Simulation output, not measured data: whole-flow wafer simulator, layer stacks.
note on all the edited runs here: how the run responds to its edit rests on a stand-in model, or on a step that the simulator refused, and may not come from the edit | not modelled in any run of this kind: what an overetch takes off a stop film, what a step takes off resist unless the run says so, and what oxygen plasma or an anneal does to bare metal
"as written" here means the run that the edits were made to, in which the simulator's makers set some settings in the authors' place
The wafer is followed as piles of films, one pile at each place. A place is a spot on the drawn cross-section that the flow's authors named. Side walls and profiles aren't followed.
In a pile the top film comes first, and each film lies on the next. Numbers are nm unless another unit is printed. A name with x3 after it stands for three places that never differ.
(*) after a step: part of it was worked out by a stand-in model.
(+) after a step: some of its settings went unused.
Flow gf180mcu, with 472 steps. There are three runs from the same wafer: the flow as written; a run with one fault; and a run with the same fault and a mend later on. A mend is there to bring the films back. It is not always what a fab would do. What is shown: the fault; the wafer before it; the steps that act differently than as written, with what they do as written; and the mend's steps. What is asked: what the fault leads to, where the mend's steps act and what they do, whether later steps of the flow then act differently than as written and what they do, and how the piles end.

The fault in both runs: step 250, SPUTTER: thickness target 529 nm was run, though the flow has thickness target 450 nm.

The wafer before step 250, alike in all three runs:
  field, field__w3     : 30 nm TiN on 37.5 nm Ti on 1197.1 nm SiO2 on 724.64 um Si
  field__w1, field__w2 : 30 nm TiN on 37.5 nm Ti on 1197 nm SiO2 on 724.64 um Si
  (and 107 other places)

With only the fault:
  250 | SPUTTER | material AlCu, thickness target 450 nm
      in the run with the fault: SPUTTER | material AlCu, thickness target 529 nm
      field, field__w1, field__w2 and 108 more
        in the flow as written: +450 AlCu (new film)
        in the run with the fault: +529 AlCu (new film)
  Steps further on in the flow that do not act as written:
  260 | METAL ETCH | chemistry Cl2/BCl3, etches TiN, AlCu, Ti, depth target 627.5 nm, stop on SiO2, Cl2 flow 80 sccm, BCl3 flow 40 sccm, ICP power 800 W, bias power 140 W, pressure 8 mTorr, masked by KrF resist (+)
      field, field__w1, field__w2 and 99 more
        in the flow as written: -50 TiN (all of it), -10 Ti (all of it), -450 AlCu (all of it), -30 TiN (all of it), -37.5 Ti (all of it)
        in the run with the fault: -50 TiN (all of it), -10 Ti (all of it), -529 AlCu (all of it), -30 TiN (all of it), -8.5 Ti
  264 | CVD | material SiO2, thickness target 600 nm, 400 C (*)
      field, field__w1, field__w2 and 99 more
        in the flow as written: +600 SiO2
        in the run with the fault: +600 SiO2 (new film)
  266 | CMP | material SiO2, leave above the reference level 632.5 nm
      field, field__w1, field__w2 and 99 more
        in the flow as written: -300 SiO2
        in the run with the fault: -250 SiO2
  The piles end different from the flow's at field, field__w1, field__w2 and 109 more by more than 2% or 0.5 nm, whichever is larger.
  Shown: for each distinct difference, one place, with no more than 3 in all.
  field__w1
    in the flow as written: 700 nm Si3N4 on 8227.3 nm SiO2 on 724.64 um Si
    in the run with the fault: 700 nm Si3N4 on 7080.2 nm SiO2 on 29 nm Ti on 1197 nm SiO2 on 724.64 um Si
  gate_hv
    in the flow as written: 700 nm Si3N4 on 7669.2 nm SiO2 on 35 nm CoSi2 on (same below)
    in the run with the fault: 700 nm Si3N4 on 7080.2 nm SiO2 on 29 nm Ti on 638.9 nm SiO2 on 35 nm CoSi2 on (same below)
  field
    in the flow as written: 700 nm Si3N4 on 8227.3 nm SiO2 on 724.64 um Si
    in the run with the fault: 700 nm Si3N4 on 7080.2 nm SiO2 on 29 nm Ti on 1197.1 nm SiO2 on 724.64 um Si

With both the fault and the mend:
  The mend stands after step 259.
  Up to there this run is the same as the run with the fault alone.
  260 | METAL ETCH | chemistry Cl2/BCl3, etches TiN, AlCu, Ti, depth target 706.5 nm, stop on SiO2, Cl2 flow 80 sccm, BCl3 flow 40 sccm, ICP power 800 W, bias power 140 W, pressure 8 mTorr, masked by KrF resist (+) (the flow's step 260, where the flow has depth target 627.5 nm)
      field, field__w1, field__w2 and 99 more
        -50 TiN (all of it), -10 Ti (all of it), -529 AlCu (all of it), -30 TiN (all of it), -37.5 Ti (all of it)
      field__w8, contact, m1 and 6 more
        -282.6 KrF resist
  Steps further on in the flow that do not act as written:
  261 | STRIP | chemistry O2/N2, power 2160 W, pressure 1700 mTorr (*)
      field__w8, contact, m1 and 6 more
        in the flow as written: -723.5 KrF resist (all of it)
        in the run with the mend: -691.9 KrF resist (all of it)
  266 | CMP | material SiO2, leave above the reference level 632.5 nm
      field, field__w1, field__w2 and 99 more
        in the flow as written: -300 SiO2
        in the run with the mend: -221 SiO2
  The piles end different from the flow's at field__w8, contact, m1 and 6 more by more than 2% or 0.5 nm, whichever is larger.
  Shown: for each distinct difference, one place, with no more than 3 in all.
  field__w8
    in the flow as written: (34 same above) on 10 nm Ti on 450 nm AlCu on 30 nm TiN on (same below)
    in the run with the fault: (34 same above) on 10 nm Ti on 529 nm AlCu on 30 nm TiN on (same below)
    in the run with the mend: (34 same above) on 10 nm Ti on 529 nm AlCu on 30 nm TiN on (same below)
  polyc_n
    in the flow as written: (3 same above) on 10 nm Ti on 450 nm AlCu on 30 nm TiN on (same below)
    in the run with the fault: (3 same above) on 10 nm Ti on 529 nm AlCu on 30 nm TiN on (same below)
    in the run with the mend: (3 same above) on 10 nm Ti on 529 nm AlCu on 30 nm TiN on (same below)
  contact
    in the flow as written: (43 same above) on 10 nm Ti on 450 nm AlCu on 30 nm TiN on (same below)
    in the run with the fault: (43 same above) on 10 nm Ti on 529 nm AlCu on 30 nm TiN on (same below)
    in the run with the mend: (43 same above) on 10 nm Ti on 529 nm AlCu on 30 nm TiN on (same below)
